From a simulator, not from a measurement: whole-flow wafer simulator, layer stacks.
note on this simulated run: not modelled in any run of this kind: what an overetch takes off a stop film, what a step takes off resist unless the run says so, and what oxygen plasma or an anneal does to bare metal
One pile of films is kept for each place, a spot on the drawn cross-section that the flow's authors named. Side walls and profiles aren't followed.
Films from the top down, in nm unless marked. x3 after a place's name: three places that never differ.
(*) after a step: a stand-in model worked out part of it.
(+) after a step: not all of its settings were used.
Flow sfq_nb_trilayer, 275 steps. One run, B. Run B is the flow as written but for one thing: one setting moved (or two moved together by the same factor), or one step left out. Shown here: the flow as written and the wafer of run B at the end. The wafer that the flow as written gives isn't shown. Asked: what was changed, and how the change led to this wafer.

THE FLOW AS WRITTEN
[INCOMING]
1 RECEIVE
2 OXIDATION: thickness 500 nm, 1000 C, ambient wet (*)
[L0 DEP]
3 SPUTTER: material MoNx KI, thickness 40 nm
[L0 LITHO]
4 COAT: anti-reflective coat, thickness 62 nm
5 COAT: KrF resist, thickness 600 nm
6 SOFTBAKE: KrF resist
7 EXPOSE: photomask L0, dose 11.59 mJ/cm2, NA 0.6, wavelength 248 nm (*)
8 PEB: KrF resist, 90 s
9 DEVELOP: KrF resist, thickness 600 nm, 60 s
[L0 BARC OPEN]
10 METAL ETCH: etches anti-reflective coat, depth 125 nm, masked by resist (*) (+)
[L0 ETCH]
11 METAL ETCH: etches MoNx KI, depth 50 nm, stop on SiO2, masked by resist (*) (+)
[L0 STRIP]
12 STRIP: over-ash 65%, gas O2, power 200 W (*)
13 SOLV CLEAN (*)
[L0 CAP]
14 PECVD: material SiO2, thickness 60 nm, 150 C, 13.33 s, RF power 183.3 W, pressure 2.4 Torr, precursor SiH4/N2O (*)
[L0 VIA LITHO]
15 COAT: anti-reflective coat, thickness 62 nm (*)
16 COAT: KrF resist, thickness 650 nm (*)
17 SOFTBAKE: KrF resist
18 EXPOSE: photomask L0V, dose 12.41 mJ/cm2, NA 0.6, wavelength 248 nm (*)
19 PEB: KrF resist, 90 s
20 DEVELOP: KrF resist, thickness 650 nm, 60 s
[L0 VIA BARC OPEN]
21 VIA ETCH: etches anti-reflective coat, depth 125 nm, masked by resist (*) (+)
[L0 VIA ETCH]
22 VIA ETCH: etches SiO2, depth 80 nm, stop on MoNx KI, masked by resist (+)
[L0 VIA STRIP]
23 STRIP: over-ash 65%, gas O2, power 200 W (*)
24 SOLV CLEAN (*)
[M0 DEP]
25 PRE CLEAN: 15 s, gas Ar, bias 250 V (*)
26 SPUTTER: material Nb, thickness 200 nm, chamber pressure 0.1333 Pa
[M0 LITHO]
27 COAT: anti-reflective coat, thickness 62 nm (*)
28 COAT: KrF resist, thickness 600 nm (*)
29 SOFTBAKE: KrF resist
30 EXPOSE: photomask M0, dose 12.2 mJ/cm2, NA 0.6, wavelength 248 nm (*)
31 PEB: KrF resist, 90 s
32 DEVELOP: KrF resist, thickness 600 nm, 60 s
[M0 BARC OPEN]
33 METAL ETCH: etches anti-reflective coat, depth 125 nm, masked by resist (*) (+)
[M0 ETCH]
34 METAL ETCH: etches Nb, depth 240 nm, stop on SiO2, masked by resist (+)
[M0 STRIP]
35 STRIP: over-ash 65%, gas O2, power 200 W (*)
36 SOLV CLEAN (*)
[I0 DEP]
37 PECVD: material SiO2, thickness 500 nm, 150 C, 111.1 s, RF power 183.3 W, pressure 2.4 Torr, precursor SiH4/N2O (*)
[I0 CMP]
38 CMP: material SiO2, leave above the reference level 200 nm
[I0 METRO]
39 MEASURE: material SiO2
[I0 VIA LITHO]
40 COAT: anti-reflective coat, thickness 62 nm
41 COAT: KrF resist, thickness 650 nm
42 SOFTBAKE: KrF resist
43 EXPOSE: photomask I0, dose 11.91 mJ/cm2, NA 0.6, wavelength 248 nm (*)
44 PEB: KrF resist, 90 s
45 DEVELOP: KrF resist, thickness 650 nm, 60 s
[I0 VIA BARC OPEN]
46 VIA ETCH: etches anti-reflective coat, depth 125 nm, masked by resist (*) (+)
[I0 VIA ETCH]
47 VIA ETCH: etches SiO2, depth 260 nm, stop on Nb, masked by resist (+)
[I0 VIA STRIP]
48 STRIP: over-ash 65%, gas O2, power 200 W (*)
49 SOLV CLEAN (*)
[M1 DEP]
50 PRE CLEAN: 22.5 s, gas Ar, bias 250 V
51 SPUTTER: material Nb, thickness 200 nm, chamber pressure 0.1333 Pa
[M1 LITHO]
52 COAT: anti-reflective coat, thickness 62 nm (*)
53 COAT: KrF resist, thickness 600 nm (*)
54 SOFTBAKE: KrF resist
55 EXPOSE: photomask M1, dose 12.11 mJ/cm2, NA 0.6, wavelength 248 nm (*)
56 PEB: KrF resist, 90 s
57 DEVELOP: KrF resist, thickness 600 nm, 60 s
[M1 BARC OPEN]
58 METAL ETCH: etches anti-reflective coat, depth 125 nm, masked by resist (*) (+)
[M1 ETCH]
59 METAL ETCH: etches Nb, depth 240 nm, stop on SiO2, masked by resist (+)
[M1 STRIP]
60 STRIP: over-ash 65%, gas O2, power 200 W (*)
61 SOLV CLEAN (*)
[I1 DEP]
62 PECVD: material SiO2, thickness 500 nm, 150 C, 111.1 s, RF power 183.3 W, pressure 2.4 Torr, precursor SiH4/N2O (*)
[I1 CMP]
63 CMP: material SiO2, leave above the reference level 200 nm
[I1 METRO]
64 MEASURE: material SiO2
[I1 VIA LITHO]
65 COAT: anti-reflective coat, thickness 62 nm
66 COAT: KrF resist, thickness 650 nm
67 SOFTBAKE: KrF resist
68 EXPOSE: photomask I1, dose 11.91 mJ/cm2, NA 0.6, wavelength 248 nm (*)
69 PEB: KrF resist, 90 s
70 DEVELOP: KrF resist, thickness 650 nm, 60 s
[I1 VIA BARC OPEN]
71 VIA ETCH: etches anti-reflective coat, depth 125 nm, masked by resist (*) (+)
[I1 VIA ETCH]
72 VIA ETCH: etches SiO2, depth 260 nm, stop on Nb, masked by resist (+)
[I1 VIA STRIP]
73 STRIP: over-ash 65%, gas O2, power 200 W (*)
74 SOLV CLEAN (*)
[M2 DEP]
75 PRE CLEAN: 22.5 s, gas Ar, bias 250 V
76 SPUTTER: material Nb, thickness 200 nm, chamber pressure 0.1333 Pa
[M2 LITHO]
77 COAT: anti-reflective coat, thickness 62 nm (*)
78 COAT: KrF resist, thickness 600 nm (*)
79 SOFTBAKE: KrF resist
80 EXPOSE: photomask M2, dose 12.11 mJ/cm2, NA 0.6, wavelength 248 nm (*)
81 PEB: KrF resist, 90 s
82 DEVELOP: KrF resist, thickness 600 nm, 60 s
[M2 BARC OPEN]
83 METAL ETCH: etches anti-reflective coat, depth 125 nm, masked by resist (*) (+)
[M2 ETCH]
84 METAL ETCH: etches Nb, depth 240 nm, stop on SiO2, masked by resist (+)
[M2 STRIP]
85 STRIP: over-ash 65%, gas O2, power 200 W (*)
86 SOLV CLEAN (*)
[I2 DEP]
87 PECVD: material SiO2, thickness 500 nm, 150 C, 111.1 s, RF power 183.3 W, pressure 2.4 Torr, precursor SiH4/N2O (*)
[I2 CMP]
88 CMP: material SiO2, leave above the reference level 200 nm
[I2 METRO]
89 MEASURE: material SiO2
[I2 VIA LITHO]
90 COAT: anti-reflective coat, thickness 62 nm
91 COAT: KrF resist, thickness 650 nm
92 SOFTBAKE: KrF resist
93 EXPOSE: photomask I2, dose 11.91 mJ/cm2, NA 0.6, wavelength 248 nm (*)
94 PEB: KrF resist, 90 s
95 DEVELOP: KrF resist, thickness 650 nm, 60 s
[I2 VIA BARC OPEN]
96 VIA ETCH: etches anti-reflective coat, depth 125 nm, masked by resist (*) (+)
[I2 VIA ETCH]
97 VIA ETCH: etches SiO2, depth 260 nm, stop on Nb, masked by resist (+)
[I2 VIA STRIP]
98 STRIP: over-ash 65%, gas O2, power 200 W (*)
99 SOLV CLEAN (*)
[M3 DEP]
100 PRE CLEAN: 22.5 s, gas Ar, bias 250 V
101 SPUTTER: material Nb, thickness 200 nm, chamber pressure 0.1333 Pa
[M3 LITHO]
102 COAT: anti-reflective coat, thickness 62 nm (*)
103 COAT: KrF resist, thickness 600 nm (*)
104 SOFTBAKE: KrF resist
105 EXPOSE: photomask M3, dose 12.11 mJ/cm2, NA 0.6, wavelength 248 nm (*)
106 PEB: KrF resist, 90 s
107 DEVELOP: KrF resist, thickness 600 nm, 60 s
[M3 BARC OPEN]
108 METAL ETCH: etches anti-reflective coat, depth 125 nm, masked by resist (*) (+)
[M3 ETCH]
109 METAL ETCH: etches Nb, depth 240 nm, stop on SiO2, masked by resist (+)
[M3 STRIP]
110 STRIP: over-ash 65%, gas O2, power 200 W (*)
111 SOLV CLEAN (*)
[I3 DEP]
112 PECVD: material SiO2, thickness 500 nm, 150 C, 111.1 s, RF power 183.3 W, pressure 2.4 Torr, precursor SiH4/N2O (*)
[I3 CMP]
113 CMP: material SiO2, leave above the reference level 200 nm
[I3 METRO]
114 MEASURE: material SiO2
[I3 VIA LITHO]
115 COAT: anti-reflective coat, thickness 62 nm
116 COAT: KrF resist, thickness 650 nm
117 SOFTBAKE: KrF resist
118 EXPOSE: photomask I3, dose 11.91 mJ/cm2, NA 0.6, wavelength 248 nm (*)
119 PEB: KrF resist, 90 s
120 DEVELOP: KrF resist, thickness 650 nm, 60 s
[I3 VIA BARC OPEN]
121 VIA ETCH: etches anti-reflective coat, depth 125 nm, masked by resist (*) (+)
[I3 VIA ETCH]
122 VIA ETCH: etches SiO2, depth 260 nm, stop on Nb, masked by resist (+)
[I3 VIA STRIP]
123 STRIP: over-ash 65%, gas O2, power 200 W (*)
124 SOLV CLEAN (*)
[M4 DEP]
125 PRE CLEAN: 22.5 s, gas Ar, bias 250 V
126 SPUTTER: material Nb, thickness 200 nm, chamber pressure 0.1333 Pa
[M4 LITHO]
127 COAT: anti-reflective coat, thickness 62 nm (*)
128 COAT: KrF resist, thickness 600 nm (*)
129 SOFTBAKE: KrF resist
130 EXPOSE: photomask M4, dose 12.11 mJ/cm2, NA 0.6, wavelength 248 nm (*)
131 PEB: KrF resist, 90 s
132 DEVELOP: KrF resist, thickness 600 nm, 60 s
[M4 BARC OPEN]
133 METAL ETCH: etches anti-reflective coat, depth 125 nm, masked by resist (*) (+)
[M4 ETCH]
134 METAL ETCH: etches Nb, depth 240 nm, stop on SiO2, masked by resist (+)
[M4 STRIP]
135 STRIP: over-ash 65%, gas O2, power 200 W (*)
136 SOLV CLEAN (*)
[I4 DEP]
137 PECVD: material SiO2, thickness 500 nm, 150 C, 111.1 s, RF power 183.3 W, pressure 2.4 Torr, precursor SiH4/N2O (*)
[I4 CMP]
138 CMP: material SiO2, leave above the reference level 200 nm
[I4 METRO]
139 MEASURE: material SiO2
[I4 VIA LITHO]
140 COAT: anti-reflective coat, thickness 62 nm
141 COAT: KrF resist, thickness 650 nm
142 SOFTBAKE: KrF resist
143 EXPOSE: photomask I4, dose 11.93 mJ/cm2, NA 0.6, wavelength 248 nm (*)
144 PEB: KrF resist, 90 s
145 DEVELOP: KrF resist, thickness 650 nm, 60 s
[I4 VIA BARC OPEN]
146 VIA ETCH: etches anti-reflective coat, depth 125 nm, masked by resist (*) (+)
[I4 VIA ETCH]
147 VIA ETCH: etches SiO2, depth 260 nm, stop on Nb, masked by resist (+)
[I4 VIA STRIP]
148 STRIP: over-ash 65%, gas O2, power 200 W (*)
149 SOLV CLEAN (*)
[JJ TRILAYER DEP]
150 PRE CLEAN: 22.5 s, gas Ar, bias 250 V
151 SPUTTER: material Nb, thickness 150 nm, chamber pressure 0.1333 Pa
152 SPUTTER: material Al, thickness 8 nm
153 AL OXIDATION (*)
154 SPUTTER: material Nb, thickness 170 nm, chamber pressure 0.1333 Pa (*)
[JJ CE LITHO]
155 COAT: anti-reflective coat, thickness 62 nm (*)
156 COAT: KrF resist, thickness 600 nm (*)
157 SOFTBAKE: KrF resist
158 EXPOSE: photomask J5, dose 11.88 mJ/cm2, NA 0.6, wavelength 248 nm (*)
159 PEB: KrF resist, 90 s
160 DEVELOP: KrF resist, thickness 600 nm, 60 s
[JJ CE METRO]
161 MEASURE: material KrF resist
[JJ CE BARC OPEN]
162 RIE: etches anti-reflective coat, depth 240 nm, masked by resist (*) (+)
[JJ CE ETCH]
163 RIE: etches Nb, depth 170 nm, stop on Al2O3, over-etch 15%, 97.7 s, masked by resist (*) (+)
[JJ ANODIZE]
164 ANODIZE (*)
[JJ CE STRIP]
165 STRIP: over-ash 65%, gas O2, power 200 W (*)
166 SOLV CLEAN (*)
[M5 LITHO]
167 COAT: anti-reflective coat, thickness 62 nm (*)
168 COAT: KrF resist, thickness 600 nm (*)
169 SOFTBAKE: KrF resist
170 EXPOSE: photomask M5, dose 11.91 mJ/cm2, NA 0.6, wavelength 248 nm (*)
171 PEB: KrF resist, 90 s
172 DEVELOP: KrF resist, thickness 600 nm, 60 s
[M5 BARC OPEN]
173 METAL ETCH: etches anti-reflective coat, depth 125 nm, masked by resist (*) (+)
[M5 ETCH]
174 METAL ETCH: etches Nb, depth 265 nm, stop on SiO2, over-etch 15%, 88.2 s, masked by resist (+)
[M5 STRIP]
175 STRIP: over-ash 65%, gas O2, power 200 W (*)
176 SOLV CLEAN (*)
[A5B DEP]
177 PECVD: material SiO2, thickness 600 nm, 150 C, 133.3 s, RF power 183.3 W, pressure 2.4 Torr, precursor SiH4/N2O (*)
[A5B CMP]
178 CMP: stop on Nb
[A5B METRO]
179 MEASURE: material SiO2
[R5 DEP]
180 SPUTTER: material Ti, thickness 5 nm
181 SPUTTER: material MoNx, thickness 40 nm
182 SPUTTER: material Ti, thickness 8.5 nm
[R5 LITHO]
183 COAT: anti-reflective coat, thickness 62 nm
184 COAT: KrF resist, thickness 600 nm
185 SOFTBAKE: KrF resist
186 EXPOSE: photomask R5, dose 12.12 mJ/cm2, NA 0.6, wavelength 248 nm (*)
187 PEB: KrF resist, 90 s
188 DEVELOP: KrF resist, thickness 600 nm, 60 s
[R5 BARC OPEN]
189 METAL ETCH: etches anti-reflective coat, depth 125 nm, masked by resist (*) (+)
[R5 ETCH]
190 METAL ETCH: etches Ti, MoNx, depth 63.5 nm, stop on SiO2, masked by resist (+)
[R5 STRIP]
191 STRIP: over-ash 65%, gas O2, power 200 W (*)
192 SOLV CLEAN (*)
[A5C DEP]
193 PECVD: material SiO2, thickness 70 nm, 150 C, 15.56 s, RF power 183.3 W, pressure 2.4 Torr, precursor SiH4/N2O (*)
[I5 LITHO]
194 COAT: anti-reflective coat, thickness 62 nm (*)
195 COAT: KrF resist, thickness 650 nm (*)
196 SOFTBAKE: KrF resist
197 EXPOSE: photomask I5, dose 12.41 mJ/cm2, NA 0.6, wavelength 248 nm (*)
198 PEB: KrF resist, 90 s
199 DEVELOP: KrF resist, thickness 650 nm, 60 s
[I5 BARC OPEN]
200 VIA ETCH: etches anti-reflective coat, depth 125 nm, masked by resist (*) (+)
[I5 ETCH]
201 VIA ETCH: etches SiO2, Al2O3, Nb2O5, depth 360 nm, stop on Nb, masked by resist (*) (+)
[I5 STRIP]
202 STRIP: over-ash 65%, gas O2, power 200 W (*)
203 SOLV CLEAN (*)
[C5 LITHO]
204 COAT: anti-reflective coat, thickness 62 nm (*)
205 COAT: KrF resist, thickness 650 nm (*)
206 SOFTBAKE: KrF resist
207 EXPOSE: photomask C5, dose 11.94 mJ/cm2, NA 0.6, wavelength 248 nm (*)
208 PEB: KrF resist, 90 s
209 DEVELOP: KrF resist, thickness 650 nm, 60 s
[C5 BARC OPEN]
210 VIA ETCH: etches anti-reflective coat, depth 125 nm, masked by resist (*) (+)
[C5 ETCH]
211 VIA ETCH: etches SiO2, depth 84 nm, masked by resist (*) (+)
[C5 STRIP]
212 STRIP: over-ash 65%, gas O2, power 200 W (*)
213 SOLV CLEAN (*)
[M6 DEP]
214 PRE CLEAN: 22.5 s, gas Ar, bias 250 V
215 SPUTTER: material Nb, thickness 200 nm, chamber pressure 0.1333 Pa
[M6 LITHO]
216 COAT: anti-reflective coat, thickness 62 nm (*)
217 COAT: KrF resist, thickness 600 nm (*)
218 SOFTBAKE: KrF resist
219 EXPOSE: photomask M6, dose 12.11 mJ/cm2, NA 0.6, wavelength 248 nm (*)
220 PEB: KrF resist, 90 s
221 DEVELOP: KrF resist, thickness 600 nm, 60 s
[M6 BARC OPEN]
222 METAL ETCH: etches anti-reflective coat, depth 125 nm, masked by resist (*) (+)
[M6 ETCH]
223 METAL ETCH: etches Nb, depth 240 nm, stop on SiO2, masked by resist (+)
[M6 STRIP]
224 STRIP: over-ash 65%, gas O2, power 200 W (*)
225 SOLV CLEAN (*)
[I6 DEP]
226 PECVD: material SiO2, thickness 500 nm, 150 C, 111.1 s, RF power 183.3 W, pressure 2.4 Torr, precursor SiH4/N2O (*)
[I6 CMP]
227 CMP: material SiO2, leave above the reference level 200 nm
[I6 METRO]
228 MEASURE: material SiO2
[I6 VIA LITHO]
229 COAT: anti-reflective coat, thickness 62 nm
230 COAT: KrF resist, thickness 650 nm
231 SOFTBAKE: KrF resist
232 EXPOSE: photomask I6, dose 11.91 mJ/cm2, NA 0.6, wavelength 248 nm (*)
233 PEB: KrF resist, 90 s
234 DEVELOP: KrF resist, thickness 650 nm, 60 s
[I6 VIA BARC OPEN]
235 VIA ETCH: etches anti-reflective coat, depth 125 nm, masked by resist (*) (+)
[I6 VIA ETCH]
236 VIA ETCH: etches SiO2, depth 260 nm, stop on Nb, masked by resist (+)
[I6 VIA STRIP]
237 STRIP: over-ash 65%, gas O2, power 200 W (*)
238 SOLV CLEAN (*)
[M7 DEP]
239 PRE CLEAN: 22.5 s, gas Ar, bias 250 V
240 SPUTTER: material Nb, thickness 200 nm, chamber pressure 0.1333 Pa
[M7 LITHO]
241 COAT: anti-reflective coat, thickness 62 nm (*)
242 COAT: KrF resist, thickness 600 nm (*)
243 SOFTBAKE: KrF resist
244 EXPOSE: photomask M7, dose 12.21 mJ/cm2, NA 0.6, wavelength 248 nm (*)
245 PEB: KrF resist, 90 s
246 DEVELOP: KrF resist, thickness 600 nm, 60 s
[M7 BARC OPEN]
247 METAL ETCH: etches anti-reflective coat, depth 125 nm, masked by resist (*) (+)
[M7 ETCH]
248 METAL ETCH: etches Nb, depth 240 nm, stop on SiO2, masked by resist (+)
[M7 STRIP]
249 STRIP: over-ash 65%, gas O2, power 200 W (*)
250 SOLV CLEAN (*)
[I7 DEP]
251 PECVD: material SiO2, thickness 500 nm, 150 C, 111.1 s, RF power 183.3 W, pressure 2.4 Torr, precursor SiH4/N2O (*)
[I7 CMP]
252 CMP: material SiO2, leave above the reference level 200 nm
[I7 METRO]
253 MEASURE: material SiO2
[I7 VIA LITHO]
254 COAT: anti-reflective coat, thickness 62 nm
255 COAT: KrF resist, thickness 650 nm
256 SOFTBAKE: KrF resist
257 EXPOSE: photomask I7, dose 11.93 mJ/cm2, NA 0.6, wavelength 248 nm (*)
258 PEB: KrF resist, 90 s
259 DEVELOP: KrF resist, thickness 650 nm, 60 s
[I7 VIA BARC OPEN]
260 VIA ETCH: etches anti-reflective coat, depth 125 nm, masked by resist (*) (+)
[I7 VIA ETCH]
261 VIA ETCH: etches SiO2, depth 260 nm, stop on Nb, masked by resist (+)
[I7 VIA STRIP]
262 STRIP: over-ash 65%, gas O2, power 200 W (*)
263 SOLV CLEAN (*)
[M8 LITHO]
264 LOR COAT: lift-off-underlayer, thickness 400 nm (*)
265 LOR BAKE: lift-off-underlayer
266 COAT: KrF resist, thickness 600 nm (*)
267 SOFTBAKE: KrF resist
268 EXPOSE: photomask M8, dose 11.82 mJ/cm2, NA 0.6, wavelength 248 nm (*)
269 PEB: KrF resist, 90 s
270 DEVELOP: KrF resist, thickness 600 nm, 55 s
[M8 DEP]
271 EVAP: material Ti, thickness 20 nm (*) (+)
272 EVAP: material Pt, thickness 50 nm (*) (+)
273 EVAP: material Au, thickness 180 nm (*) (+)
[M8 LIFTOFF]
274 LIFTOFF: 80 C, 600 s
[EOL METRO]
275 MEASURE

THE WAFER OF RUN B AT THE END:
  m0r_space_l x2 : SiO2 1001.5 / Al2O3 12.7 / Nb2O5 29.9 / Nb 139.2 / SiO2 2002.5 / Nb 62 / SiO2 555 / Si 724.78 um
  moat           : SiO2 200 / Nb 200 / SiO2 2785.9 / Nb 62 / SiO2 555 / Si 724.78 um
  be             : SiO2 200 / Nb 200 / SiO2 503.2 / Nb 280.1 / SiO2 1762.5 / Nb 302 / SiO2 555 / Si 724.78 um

The cause: step 26, SPUTTER: thickness 302 nm was run, where the flow has thickness 200 nm.
It can be read off the wafer: be has Nb 302, and step 26 as written asks for 200 nm.

How the change led to this, step by step:
  26 SPUTTER: material Nb, thickness 200 nm, chamber pressure 0.1333 Pa
      field_l, v_sur, via_wl and 102 more: Nb +302 (new film) (as written it would be: Nb +200 (new film))
      l0v: Nb +298 (new film) (as written it would be: Nb +195.7 (new film))
  34 METAL ETCH: etches Nb, depth 240 nm, stop on SiO2, masked by resist (+)
      moat, m0r_space_l x2: Nb -240 (as written it would be: Nb -200 (all of it))
  37 PECVD: material SiO2, thickness 500 nm, 150 C, 111.1 s, RF power 183.3 W, pressure 2.4 Torr, precursor SiH4/N2O (*)
      moat, m0r_space_l x2: SiO2 +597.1 (new film) (as written it would be: SiO2 +557.1)
Counting metal films that touch as one body, m0r_space_l x2 has 2 bodies (between them, from the top down: SiO2 2002.5); the flow as written gives 1 body.
Counting metal films that touch as one body, moat has 2 bodies (between them, from the top down: SiO2 2785.9); the flow as written gives 1 body.
